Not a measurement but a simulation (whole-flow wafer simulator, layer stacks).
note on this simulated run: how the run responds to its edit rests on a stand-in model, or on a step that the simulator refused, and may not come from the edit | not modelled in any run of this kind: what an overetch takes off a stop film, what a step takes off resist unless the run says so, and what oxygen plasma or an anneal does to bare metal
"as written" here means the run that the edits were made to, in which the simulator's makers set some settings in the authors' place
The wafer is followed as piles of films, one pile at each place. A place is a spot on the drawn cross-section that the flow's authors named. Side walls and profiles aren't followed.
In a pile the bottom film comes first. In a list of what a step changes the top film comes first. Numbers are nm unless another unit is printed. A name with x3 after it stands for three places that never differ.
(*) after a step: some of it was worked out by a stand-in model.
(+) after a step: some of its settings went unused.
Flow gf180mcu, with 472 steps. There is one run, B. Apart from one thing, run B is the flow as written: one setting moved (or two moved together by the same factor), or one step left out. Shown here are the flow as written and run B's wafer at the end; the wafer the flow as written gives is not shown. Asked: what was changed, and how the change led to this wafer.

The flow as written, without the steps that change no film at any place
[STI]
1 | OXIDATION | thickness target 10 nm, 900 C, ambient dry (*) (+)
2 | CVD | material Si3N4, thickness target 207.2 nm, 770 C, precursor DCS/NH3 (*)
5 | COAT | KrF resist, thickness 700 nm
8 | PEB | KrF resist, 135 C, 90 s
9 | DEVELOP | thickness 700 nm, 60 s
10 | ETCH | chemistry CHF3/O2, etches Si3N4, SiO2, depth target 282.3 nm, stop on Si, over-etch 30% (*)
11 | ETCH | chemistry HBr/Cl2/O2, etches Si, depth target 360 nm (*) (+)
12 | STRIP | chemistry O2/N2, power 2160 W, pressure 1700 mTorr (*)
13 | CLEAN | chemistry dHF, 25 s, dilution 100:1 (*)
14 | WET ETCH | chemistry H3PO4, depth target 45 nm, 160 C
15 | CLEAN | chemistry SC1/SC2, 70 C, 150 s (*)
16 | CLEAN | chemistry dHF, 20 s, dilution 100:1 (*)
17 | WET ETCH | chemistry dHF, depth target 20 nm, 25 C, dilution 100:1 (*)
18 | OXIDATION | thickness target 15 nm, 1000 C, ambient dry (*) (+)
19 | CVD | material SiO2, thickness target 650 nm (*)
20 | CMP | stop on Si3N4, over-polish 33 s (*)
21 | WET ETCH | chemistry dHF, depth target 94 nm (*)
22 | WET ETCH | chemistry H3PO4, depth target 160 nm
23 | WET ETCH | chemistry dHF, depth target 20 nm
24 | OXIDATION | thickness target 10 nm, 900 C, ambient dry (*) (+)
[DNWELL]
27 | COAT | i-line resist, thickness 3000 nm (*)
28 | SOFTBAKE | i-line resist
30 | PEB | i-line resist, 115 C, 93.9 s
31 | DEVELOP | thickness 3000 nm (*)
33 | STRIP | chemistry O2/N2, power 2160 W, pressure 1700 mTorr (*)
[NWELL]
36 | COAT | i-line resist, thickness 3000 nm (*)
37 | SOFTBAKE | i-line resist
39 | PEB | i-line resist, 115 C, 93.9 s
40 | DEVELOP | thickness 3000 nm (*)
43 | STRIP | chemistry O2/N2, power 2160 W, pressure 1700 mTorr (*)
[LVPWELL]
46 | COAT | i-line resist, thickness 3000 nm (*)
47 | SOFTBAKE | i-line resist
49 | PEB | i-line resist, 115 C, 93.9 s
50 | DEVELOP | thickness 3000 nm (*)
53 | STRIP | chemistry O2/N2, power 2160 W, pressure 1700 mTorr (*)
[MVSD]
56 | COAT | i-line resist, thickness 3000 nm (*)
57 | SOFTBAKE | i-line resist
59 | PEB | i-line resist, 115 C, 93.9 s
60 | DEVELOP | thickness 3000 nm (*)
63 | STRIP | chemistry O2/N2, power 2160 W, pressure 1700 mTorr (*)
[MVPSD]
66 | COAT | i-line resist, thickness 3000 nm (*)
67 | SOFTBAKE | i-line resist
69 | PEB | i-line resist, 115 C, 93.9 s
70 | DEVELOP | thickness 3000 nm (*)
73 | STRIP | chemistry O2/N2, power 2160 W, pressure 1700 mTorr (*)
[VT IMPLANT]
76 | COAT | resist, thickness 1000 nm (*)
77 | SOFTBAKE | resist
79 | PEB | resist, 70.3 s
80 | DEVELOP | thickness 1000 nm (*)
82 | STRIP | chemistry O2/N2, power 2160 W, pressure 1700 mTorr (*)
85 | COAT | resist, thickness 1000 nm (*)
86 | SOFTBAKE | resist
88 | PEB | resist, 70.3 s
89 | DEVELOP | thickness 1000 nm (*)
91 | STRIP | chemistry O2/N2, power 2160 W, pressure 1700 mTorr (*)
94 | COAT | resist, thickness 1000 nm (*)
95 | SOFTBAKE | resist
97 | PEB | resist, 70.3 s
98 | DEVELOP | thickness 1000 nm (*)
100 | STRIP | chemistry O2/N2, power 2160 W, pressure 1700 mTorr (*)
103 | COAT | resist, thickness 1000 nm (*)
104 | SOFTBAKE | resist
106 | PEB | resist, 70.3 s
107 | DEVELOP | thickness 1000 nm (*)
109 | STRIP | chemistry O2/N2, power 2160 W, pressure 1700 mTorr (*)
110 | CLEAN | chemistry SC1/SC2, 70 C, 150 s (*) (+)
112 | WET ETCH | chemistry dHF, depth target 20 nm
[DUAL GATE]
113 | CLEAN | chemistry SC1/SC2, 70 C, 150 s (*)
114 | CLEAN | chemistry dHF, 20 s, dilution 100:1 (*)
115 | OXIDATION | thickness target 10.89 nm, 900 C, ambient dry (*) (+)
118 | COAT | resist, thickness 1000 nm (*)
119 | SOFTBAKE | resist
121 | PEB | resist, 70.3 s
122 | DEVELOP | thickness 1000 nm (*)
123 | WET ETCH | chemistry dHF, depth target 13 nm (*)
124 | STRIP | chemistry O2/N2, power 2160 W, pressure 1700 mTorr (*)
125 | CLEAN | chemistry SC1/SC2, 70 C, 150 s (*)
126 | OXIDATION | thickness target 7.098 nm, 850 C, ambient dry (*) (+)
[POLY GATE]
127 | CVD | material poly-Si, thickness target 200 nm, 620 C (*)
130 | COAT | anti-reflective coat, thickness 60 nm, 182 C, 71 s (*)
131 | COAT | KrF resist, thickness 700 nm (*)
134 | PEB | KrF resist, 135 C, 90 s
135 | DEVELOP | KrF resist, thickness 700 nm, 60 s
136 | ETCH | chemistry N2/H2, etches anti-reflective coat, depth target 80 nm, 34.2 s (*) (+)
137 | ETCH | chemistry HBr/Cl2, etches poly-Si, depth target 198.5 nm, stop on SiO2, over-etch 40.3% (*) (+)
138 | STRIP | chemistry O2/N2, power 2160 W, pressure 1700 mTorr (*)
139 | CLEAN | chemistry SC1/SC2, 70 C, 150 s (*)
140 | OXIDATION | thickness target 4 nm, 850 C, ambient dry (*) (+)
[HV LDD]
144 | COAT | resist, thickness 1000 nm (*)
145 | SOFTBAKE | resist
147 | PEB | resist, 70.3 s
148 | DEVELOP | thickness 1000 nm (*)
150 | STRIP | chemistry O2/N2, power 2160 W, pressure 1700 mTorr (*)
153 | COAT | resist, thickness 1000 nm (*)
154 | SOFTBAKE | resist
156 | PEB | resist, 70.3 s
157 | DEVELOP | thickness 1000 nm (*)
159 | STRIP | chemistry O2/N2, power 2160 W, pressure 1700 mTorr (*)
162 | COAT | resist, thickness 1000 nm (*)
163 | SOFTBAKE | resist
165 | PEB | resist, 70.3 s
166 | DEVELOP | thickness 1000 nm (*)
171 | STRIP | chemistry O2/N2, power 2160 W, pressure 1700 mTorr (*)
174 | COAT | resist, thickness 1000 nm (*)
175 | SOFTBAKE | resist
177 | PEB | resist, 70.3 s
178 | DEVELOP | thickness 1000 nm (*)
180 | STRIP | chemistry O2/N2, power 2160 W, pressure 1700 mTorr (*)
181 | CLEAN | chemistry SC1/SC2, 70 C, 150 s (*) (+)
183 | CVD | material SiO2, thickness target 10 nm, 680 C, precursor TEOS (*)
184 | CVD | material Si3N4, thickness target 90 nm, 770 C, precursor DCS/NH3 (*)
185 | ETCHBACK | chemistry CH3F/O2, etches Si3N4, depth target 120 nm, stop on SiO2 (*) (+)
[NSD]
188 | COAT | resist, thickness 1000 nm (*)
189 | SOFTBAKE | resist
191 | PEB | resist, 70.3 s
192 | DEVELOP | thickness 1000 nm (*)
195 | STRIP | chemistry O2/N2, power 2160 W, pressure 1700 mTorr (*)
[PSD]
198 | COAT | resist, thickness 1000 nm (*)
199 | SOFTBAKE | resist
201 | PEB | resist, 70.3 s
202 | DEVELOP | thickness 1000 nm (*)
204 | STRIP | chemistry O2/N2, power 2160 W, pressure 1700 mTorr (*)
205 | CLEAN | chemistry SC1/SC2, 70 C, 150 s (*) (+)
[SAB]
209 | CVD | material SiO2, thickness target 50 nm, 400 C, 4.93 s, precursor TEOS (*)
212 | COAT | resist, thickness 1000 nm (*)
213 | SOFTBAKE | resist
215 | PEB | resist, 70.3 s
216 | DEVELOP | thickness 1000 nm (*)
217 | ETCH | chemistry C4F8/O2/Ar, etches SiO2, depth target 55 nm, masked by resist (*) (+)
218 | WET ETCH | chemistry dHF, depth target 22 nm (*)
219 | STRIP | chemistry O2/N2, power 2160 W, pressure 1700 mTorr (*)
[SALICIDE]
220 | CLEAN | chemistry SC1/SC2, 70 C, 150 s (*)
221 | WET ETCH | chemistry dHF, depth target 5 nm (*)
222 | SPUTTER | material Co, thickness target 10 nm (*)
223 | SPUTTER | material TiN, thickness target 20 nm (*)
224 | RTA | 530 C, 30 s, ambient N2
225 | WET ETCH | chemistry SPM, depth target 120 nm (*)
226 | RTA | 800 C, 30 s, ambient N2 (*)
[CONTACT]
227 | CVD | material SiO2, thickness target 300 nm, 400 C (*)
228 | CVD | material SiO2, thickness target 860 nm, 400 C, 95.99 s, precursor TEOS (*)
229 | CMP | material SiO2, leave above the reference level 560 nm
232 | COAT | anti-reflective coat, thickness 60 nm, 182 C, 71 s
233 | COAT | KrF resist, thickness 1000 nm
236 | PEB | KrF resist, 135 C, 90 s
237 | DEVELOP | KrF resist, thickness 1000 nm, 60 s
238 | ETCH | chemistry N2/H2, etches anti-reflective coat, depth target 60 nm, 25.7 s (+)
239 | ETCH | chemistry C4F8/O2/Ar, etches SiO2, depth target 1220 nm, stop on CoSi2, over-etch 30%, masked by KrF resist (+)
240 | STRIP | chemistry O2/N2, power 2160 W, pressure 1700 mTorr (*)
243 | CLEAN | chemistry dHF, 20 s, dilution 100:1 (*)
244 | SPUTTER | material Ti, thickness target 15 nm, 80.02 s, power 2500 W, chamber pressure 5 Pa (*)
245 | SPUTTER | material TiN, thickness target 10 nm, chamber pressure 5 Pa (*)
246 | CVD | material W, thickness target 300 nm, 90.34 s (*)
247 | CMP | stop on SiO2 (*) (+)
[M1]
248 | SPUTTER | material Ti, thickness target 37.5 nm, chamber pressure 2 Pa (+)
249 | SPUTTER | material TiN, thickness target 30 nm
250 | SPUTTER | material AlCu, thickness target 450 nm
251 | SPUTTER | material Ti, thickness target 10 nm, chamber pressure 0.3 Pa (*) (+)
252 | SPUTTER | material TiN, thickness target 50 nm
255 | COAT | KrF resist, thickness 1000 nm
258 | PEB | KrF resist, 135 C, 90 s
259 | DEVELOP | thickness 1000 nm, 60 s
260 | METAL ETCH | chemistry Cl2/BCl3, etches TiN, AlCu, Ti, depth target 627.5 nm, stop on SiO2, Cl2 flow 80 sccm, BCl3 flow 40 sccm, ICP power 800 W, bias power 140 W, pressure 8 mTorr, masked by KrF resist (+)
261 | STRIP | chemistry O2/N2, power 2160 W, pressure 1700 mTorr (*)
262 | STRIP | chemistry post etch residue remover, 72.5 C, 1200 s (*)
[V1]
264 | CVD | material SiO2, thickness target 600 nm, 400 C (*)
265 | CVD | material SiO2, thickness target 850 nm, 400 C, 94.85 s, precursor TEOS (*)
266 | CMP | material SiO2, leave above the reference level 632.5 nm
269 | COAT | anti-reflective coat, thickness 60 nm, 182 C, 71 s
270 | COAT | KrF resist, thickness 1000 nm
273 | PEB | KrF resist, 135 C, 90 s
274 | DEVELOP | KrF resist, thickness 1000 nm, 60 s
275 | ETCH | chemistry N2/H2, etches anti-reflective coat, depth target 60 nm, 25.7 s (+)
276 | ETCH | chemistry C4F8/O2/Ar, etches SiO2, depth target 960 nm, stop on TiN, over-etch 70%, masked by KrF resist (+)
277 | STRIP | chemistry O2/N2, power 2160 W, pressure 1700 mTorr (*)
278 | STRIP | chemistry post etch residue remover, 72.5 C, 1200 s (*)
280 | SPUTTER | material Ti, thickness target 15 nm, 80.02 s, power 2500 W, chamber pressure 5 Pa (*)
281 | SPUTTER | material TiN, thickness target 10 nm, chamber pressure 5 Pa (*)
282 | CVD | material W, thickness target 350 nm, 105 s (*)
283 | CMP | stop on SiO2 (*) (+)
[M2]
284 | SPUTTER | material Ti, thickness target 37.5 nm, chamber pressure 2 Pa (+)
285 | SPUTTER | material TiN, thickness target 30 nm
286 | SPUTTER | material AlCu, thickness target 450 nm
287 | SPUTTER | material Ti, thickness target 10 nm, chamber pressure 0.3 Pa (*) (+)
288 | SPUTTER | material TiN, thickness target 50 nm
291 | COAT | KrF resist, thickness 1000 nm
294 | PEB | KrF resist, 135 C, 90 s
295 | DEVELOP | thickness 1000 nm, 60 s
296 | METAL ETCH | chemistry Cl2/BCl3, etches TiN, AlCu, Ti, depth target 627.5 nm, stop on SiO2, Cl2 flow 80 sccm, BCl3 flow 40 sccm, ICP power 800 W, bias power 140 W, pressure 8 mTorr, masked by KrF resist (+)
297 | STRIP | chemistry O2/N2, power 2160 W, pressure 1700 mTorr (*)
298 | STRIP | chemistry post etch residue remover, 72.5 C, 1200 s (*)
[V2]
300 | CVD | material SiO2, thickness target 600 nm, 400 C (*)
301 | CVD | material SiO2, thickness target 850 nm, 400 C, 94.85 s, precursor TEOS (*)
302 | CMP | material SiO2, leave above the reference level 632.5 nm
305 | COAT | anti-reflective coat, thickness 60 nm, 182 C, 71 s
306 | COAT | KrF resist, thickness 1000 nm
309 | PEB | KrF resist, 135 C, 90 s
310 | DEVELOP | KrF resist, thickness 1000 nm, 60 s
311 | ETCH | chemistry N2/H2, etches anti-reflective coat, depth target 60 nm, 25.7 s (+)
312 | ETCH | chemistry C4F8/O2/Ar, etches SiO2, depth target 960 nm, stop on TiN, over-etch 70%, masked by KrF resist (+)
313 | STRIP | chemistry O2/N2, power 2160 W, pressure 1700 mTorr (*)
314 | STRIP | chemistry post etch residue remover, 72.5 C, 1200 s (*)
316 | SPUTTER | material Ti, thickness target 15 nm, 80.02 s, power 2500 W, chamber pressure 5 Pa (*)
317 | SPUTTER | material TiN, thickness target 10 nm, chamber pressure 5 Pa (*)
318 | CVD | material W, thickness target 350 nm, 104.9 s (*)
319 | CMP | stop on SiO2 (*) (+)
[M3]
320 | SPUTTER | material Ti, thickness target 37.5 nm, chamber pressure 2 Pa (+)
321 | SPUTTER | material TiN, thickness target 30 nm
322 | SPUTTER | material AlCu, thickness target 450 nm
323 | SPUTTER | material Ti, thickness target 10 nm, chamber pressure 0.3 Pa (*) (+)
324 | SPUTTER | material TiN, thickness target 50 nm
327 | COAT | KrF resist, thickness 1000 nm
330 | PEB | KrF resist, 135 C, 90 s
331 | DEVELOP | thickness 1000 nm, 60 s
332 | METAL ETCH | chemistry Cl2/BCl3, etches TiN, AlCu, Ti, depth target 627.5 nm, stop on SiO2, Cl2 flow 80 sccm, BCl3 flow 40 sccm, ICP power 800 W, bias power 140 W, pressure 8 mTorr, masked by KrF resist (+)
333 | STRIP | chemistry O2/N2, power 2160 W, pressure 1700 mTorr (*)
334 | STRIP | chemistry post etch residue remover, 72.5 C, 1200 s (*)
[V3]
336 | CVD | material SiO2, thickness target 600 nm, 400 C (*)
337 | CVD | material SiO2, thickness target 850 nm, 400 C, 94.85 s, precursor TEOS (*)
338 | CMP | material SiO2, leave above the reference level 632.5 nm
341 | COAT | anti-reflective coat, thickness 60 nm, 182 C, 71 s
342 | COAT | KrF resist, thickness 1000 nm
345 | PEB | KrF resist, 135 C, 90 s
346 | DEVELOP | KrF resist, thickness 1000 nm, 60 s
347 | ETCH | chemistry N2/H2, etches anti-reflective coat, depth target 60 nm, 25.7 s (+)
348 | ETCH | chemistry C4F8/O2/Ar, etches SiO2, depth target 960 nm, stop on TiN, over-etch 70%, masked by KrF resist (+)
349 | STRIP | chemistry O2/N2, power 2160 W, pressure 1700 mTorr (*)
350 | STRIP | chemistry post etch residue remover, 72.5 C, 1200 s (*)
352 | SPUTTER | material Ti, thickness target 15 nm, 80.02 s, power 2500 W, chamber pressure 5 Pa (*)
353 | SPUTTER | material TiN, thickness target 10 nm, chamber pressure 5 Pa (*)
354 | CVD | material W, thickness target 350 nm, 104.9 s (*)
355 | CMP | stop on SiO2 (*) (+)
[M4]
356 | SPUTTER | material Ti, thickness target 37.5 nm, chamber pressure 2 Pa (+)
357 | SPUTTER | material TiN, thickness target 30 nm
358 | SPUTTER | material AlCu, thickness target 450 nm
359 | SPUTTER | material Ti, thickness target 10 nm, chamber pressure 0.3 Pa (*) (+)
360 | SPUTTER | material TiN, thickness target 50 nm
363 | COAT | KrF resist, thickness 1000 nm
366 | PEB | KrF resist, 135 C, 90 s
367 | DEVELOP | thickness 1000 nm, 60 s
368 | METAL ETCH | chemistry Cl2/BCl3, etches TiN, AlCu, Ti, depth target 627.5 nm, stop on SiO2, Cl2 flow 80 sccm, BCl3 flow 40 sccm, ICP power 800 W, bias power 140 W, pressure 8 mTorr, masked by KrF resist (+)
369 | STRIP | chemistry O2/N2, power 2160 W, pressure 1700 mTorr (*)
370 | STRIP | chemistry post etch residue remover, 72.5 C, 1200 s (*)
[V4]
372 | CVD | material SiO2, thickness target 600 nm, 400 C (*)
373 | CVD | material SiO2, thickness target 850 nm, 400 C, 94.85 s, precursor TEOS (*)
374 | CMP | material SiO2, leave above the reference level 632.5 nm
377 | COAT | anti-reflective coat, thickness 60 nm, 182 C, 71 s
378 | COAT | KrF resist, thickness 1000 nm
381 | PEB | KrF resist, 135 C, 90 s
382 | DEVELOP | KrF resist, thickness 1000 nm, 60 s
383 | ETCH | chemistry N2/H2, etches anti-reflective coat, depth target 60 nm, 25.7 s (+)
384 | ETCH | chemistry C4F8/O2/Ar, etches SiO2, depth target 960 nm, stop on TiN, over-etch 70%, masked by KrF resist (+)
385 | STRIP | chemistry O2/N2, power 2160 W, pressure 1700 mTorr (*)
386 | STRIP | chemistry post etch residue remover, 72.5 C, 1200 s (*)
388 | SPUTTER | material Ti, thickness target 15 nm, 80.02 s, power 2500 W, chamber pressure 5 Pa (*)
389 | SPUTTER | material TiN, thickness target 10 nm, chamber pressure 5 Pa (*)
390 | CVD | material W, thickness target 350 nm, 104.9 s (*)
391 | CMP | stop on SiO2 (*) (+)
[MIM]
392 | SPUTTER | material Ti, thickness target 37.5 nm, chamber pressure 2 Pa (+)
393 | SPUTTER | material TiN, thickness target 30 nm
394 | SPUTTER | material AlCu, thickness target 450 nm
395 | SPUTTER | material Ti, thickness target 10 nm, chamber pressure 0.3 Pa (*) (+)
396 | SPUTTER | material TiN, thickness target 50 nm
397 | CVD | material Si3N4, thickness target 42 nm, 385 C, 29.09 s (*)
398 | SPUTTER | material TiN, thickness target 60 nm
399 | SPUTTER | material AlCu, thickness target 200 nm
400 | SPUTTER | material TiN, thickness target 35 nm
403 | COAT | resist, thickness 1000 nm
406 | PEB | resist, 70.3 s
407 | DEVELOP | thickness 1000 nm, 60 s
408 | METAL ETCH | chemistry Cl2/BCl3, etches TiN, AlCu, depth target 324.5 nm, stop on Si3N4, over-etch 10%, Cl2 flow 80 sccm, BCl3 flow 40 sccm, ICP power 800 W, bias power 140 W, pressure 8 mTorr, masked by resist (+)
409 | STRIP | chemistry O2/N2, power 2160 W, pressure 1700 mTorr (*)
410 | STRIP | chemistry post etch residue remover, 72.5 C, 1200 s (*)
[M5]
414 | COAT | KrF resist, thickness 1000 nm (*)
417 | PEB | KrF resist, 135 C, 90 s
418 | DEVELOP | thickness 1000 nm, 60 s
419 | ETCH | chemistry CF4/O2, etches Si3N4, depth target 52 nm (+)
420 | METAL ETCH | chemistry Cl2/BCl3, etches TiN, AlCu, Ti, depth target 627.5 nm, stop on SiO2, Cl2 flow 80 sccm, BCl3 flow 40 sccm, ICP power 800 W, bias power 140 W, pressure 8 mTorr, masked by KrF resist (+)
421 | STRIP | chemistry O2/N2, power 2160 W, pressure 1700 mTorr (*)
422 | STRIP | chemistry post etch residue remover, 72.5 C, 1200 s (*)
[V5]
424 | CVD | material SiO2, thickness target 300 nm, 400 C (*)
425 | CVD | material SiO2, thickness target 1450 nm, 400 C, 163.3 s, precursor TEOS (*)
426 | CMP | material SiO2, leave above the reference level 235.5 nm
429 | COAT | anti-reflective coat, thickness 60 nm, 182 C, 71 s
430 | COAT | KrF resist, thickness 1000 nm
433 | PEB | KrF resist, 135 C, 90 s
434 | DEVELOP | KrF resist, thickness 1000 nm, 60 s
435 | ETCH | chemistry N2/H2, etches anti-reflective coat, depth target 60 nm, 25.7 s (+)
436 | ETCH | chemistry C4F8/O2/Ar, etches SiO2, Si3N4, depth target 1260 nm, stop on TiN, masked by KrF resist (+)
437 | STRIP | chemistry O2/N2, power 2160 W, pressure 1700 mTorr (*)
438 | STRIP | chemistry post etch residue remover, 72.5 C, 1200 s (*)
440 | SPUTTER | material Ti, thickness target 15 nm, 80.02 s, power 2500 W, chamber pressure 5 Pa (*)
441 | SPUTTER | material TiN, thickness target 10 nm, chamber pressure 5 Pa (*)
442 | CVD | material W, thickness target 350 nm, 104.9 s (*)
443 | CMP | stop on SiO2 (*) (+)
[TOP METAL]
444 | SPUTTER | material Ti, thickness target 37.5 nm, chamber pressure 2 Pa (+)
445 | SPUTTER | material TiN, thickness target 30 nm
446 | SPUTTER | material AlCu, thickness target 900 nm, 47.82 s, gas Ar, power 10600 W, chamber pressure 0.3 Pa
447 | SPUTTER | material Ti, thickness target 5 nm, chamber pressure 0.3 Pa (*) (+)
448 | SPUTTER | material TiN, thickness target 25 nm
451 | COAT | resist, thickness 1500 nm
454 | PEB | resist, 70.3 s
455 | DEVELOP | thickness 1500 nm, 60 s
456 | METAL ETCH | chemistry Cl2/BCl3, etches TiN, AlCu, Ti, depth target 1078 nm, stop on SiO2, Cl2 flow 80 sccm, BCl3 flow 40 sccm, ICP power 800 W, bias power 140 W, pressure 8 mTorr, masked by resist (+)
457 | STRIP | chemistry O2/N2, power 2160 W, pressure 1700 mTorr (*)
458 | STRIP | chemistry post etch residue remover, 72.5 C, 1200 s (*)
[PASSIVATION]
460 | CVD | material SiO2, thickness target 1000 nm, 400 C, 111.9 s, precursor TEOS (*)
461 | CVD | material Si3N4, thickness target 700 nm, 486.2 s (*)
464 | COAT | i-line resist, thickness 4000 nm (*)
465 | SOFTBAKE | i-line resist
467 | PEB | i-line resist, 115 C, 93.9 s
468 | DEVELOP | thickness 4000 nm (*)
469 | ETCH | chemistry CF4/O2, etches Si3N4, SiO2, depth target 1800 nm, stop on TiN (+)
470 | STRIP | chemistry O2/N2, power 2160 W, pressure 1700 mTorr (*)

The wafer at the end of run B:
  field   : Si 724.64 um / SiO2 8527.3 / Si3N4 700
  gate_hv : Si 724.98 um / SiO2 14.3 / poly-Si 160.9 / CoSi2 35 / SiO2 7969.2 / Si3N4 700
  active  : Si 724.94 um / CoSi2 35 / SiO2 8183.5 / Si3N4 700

Cause: step 338, CMP: leave above the reference level 932.9 nm was run, whereas the flow has leave above the reference level 632.5 nm.

The path from the change to this, step by step:
  338 | CMP | material SiO2, leave above the reference level 632.5 nm
      field, field__w1, field__w2 and 103 more: nothing (it would be, as written: SiO2 loses 300)
      field__w8, contact, m1, m1__w1, m1_nw: SiO2 loses 576.7 (it would be, as written: SiO2 loses 877.1)
  348 | ETCH | chemistry C4F8/O2/Ar, etches SiO2, depth target 960 nm, stop on TiN, over-etch 70%, masked by KrF resist (+)
      contact: SiO2 loses 872.9 (all of it) (it would be, as written: SiO2 loses 572.5 (all of it))
  352 | SPUTTER | material Ti, thickness target 15 nm, 80.02 s, power 2500 W, chamber pressure 5 Pa (*)
      contact: Ti gains 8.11 (new film) (it would be, as written: Ti gains 9.65 (new film))
  353 | SPUTTER | material TiN, thickness target 10 nm, chamber pressure 5 Pa (*)
      contact: TiN gains 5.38 (new film) (it would be, as written: TiN gains 6.4 (new film))
  354 | CVD | material W, thickness target 350 nm, 104.9 s (*)
      contact: W gains 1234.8 (new film) (it would be, as written: W gains 932.3 (new film))
